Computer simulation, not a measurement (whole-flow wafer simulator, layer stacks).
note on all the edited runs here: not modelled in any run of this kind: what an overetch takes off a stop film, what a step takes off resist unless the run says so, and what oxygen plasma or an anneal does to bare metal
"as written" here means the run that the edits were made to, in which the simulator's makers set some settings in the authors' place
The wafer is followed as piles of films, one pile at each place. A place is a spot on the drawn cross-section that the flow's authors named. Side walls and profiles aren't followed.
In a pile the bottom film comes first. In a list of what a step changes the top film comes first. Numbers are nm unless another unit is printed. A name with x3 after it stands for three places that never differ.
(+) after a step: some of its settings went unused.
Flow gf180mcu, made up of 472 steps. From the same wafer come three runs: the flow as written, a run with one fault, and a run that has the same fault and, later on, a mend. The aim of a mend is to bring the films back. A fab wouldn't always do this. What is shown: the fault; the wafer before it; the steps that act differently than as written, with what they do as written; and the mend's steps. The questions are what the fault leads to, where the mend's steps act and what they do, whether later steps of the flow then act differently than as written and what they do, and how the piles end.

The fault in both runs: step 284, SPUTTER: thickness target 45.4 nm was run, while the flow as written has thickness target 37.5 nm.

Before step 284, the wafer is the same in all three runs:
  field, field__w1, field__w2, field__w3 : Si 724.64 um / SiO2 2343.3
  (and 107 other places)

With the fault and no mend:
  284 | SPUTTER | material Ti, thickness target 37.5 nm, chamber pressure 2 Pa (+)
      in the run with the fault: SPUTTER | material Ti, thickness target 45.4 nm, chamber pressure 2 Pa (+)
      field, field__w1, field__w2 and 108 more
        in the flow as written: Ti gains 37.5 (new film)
        in the run with the fault: Ti gains 45.4 (new film)
  Steps further on in the flow that do not act as written:
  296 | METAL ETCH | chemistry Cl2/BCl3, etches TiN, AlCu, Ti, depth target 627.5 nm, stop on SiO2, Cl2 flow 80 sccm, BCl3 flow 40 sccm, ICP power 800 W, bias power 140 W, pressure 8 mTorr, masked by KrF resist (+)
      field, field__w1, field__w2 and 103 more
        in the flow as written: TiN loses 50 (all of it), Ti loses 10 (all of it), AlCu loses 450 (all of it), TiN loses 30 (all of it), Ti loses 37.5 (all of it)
        in the run with the fault: TiN loses 50 (all of it), Ti loses 10 (all of it), AlCu loses 450 (all of it), TiN loses 30 (all of it), Ti loses 45.4 (all of it)
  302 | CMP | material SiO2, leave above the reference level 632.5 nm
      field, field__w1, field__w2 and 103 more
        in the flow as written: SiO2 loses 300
        in the run with the fault: SiO2 loses 292.1
  By the end, the piles at field__w8, contact, m1, m1__w1, m1_nw depart from the flow's by more than 2% or 0.5 nm, whichever is larger.
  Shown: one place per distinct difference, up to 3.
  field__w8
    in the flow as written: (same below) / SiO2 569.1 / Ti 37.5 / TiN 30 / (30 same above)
    in the run with the fault: (same below) / SiO2 569.1 / Ti 45.4 / TiN 30 / (30 same above)
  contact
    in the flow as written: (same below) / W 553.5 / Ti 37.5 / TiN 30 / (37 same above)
    in the run with the fault: (same below) / W 553.5 / Ti 45.4 / TiN 30 / (37 same above)

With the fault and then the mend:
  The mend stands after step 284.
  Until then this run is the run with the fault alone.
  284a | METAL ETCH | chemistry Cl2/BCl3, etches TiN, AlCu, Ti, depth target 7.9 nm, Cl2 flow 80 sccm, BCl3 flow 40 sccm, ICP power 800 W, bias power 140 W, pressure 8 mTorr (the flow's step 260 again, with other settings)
      field, field__w1, field__w2 and 108 more
        Ti loses 7.9
  Later steps of the flow that are run all act as written at every place that is followed.
  By the end, the piles equal the flow's at every place that both follow.
